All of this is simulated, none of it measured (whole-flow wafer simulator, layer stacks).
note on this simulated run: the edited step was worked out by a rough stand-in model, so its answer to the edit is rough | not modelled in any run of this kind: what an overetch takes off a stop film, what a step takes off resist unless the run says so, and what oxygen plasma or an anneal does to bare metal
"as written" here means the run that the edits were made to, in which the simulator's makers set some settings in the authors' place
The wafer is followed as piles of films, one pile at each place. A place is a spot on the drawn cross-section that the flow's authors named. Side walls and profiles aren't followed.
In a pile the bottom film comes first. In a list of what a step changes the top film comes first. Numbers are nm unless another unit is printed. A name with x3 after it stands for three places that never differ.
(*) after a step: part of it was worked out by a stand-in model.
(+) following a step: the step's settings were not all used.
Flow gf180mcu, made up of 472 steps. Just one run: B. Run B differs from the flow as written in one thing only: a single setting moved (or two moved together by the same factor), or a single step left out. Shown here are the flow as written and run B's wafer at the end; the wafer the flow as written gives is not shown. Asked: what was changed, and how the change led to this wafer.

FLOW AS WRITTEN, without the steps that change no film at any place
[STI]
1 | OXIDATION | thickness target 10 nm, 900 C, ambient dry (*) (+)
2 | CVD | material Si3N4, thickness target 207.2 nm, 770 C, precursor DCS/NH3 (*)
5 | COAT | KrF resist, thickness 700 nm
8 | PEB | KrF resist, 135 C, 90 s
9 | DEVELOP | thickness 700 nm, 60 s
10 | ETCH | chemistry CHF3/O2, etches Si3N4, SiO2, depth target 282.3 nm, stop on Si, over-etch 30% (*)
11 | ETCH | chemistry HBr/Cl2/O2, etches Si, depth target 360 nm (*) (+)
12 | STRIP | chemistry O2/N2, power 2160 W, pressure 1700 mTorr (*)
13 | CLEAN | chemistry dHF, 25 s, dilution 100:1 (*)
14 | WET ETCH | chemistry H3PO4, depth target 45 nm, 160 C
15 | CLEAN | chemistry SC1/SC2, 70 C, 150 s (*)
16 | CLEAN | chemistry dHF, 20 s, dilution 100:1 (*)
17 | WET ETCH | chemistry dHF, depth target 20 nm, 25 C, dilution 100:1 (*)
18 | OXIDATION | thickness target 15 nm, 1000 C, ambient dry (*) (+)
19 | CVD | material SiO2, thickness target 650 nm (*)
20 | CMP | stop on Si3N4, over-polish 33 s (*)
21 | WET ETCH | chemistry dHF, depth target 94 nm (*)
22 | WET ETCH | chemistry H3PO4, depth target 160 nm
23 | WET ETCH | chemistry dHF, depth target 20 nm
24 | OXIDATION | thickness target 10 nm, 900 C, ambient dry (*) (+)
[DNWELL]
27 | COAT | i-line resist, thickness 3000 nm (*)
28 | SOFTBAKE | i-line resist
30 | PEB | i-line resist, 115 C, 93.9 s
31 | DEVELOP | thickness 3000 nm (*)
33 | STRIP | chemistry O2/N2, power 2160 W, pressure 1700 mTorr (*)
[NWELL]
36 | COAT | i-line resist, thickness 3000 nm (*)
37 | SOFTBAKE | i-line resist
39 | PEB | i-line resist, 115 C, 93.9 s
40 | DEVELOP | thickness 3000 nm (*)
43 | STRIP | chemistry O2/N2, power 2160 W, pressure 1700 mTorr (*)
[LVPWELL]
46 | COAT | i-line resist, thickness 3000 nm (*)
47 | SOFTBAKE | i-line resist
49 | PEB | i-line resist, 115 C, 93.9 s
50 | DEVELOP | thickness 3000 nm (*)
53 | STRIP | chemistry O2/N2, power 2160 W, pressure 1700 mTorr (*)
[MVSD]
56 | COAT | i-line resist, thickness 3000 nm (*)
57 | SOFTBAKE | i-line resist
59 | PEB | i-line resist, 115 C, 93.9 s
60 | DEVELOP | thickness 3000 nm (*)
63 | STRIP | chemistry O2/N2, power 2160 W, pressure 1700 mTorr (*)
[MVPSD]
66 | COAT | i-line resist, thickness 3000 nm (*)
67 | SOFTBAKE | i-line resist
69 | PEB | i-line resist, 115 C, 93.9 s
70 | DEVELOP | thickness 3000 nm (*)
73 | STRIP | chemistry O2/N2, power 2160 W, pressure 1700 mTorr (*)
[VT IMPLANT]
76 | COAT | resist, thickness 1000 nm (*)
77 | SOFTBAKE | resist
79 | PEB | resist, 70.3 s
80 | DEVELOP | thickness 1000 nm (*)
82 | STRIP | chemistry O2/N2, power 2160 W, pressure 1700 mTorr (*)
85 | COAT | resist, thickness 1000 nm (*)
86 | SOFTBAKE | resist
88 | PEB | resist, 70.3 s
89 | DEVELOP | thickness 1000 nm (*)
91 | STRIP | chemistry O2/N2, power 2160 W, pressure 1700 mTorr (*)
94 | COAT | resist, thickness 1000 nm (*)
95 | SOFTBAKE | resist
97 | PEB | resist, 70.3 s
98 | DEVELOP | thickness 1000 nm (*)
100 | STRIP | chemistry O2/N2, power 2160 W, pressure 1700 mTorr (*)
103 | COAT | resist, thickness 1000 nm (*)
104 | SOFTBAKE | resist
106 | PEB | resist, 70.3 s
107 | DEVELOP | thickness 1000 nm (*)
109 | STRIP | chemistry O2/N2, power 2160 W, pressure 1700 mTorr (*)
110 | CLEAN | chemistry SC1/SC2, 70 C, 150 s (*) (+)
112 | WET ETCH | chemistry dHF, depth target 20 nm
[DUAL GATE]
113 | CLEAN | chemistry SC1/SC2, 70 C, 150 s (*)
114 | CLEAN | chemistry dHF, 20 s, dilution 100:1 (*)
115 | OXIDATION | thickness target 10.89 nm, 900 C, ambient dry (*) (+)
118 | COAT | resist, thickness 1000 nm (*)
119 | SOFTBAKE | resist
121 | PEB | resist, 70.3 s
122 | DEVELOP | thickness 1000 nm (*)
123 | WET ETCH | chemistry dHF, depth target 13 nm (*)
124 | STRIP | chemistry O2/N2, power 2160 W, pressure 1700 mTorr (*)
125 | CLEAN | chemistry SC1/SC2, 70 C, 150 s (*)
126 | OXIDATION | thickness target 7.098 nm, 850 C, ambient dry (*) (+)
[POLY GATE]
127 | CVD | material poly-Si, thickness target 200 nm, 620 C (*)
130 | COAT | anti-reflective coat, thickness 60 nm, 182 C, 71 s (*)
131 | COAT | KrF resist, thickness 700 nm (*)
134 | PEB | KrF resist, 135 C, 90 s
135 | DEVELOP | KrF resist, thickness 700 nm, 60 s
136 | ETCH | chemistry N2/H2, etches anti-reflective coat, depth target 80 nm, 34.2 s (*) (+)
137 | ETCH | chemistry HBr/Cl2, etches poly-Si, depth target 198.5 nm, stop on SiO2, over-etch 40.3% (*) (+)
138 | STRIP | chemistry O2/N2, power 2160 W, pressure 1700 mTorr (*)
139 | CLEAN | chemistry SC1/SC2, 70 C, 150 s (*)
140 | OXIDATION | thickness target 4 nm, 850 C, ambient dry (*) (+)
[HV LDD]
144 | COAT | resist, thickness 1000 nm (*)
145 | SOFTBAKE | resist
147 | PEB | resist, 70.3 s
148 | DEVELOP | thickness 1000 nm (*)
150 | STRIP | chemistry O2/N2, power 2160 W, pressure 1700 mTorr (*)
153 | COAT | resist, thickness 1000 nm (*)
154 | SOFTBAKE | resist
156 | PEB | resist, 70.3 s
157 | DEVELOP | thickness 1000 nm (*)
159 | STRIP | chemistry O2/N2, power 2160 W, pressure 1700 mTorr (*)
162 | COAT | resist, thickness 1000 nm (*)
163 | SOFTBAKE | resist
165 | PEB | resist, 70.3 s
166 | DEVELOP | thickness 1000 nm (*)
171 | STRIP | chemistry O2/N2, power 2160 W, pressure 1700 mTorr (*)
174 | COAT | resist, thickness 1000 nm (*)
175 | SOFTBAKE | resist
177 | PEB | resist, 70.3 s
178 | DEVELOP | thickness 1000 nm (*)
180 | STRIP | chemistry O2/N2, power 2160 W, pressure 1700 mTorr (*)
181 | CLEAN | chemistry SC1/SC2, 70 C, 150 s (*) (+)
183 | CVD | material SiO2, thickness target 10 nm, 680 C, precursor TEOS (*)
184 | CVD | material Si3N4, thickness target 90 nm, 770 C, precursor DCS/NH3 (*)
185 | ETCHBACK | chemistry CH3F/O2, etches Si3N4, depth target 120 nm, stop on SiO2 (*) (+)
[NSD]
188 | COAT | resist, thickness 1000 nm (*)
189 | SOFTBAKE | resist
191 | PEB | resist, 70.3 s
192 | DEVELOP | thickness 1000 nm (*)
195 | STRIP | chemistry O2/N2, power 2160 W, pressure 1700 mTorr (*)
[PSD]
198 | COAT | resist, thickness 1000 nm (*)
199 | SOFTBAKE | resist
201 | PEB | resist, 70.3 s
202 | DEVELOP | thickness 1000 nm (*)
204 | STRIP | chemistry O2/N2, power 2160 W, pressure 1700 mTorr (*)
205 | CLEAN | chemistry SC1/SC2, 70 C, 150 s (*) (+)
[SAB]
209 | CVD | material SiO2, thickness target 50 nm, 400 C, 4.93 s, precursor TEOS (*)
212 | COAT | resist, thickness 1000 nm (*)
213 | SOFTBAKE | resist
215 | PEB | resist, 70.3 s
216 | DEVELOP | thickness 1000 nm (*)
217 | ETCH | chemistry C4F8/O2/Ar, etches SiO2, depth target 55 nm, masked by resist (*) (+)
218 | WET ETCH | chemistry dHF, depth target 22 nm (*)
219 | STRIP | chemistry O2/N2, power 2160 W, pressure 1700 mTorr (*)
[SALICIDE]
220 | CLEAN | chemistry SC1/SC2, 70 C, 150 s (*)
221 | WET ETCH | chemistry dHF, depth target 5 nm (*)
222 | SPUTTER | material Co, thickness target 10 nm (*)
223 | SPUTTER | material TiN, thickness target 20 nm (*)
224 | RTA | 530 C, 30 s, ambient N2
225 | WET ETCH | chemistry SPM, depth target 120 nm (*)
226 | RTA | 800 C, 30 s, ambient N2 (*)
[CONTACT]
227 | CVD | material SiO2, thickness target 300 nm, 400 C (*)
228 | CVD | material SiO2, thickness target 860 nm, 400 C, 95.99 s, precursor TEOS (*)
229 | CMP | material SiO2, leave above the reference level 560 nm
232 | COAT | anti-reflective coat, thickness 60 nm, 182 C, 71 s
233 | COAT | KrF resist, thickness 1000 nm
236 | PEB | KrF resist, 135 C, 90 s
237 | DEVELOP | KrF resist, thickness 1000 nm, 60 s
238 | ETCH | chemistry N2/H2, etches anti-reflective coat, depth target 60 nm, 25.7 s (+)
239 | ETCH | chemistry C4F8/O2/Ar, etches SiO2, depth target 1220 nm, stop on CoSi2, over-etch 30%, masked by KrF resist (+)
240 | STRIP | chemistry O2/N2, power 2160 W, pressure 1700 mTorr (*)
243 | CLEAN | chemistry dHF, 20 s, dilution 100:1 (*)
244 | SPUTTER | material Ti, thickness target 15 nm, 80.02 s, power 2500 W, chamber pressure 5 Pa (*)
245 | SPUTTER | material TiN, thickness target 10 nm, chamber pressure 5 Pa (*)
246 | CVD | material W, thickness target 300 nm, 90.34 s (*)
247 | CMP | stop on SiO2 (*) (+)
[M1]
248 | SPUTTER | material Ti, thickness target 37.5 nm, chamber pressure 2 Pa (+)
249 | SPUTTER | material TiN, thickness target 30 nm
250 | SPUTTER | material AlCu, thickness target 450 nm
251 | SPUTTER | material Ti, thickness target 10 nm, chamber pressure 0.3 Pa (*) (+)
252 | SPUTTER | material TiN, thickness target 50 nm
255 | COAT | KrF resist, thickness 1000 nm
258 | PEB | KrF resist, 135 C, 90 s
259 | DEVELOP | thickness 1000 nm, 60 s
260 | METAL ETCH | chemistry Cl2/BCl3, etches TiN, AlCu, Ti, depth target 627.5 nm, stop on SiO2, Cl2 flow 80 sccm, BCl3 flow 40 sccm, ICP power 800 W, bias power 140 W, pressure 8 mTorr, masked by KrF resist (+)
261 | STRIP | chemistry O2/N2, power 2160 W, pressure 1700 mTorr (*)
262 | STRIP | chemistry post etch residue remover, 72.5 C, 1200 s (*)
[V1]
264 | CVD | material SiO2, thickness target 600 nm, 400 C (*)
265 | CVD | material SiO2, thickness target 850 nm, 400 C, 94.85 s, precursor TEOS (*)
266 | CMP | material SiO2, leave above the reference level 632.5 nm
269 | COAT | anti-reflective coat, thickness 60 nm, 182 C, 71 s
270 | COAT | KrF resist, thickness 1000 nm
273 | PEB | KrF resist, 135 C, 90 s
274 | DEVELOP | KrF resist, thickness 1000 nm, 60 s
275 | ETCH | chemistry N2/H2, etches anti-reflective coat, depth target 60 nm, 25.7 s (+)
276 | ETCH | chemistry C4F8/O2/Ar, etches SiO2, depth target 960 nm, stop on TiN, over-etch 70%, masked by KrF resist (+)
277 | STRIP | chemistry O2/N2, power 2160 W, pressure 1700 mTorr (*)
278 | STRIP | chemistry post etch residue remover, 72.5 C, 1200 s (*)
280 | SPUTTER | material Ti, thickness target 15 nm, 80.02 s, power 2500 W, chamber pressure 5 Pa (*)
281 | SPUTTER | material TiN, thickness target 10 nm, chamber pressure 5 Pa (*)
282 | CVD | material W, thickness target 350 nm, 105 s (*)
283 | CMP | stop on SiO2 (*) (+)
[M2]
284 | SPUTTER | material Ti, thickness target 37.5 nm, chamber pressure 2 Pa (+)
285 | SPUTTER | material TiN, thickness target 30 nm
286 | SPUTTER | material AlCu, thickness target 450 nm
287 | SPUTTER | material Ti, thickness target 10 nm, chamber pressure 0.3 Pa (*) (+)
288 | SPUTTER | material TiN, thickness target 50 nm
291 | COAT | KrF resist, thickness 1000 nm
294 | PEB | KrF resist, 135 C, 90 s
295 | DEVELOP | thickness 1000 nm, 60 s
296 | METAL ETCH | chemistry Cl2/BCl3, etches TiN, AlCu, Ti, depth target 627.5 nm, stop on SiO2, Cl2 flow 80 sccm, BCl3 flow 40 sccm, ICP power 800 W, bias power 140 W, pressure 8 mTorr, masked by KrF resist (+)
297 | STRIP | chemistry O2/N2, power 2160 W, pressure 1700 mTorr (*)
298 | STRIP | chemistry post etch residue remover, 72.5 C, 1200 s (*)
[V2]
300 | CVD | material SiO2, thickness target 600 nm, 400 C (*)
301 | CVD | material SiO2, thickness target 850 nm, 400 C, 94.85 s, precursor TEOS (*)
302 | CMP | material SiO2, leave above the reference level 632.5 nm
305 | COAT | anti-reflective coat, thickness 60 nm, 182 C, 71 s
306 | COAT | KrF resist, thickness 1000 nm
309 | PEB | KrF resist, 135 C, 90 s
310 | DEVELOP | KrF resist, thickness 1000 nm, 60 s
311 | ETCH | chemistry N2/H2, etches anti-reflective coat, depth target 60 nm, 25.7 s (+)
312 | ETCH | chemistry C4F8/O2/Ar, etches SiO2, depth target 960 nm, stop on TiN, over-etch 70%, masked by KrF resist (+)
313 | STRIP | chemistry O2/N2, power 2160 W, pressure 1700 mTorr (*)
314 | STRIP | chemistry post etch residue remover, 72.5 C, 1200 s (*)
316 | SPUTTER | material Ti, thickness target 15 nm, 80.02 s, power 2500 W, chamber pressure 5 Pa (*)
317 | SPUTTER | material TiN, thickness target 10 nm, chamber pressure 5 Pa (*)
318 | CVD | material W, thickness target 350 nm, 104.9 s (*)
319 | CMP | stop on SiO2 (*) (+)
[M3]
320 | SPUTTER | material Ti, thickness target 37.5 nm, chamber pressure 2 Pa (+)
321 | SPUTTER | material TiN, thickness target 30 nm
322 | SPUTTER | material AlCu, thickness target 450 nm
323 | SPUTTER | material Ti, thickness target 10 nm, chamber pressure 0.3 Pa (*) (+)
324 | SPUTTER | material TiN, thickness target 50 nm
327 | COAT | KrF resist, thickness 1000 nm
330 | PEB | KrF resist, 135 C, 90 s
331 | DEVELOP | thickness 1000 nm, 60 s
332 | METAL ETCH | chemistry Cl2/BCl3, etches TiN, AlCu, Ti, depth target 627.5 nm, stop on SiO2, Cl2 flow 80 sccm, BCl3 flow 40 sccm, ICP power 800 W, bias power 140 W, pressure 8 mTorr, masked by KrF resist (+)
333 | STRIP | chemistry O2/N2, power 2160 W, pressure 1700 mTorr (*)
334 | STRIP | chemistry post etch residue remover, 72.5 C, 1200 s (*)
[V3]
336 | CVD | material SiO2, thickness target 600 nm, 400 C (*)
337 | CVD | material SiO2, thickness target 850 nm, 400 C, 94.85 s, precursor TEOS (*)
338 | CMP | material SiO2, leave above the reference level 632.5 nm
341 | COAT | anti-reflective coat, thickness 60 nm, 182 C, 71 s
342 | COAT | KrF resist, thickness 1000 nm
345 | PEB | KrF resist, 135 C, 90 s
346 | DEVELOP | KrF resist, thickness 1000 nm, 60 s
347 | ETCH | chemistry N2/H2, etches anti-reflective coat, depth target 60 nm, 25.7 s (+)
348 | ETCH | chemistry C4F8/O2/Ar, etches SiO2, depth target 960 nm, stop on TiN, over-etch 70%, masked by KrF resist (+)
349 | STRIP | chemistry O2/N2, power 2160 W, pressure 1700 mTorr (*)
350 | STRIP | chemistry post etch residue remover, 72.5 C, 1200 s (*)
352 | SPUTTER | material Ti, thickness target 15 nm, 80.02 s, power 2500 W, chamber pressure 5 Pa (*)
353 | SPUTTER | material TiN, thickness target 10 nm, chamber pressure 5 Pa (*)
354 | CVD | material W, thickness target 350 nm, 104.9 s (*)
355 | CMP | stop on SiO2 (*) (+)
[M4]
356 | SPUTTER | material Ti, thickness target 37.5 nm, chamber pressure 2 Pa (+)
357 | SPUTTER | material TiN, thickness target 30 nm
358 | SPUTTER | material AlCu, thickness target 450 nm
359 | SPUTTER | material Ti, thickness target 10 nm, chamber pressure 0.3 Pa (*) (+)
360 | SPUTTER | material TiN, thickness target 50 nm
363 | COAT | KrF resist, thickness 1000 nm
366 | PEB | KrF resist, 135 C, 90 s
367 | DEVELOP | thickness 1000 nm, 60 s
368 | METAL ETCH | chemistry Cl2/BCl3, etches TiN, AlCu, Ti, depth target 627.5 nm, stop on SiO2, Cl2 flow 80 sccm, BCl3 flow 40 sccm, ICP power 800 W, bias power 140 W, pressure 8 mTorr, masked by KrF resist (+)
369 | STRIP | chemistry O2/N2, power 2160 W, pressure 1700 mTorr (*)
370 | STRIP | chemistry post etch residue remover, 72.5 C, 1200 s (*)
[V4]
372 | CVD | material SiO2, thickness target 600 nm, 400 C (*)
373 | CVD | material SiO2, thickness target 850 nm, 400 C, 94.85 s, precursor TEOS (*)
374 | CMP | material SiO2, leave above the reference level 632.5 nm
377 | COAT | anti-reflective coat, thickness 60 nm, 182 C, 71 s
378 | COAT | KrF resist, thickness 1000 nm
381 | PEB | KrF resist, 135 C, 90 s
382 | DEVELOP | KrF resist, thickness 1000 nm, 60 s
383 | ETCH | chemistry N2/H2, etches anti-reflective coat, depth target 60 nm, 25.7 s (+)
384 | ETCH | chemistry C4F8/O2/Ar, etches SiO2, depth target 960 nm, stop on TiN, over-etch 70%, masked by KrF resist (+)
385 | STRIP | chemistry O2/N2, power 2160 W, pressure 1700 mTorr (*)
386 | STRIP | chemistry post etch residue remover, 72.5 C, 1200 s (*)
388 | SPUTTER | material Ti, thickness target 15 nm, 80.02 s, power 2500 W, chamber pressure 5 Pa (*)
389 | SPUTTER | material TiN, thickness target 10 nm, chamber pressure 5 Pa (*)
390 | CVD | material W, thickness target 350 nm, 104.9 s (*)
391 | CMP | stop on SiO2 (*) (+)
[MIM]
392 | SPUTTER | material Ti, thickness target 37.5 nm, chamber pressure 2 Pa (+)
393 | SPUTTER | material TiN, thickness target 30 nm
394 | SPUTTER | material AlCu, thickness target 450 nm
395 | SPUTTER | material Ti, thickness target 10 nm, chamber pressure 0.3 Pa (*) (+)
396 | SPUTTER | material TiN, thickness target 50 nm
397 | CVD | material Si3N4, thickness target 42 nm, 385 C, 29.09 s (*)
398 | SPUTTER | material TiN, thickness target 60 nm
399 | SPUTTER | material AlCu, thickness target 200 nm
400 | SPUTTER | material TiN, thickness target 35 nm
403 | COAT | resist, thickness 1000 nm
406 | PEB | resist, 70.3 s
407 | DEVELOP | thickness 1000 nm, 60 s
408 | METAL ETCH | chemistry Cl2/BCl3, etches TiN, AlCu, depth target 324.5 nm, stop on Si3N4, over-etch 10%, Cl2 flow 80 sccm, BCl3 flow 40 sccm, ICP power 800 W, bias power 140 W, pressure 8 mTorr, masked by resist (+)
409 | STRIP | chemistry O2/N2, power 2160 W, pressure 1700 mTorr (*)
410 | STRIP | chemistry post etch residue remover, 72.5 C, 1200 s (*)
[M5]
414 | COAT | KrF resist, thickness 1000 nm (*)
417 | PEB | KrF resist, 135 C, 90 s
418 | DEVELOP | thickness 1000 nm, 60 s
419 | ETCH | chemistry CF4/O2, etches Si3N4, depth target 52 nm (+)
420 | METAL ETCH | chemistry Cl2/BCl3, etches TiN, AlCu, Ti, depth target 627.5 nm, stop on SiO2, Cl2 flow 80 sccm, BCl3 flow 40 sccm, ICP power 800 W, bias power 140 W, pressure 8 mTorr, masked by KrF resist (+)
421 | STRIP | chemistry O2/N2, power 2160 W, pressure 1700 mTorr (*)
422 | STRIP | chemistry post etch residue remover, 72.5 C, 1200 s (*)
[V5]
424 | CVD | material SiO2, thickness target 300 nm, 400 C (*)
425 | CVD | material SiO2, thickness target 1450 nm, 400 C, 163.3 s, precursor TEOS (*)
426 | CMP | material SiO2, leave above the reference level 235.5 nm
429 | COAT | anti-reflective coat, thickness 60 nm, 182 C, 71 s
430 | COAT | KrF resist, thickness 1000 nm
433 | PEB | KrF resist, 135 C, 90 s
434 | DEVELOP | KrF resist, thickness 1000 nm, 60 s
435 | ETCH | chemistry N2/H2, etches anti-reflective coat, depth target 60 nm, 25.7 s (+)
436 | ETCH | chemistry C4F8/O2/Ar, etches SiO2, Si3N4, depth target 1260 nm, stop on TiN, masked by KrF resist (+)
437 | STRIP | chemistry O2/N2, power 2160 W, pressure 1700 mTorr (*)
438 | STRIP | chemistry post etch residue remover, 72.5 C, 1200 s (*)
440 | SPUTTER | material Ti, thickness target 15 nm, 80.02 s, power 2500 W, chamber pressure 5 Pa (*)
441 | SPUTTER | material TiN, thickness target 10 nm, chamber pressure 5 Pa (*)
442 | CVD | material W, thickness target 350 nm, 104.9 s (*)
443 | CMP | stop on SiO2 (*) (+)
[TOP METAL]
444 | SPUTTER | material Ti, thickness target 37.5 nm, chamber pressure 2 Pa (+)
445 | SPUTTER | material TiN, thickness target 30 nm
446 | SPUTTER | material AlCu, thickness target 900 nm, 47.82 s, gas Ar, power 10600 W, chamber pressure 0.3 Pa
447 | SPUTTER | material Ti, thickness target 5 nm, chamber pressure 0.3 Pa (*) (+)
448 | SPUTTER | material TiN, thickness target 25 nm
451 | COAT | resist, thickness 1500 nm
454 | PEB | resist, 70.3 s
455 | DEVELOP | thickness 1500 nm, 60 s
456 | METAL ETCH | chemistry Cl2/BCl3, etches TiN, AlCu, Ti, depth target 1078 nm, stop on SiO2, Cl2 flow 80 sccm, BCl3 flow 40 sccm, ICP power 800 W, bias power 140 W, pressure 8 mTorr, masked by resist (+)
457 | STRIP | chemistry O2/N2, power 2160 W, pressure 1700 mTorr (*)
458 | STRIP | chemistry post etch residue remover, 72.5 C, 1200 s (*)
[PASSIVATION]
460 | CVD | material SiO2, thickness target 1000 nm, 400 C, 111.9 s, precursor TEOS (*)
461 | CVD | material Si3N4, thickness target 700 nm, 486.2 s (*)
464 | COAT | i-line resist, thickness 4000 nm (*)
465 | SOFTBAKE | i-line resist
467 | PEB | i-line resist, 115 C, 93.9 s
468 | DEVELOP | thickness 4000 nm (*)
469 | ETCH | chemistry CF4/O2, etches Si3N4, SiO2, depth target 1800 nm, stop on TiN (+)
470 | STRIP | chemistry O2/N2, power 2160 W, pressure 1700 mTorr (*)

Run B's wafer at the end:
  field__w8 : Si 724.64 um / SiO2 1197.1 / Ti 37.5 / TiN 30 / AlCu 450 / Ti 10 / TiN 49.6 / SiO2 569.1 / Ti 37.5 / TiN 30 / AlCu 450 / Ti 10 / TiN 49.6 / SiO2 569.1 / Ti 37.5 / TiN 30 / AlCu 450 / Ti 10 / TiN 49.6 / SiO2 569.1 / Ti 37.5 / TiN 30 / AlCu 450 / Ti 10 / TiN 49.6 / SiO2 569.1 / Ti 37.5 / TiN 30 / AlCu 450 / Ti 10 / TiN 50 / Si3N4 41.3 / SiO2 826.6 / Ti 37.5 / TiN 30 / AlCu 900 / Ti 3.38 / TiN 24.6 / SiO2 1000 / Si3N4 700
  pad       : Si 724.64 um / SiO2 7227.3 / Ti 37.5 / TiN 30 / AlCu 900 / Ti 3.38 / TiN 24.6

The reason: step 447, SPUTTER: thickness target 3.38 nm was run, while the flow as written has thickness target 5 nm.
The wafer itself shows it: field__w8 has Ti 3.38, and step 447 as written asks for 5 nm.

Step by step, how the change led to this:
  447 | SPUTTER | material Ti, thickness target 5 nm, chamber pressure 0.3 Pa (*) (+)
      field, field__w1, field__w2 and 109 more: +3.38 Ti (new film) (it would be, as written: +5 Ti (new film))
  456 | METAL ETCH | chemistry Cl2/BCl3, etches TiN, AlCu, Ti, depth target 1078 nm, stop on SiO2, Cl2 flow 80 sccm, BCl3 flow 40 sccm, ICP power 800 W, bias power 140 W, pressure 8 mTorr, masked by resist (+)
      field, field__w1, field__w2 and 103 more: -25 TiN (all of it), -3.38 Ti (all of it), -900 AlCu (all of it), -30 TiN (all of it), -37.5 Ti (all of it) (it would be, as written: -25 TiN (all of it), -5 Ti (all of it), -900 AlCu (all of it), -30 TiN (all of it), -37.5 Ti (all of it))
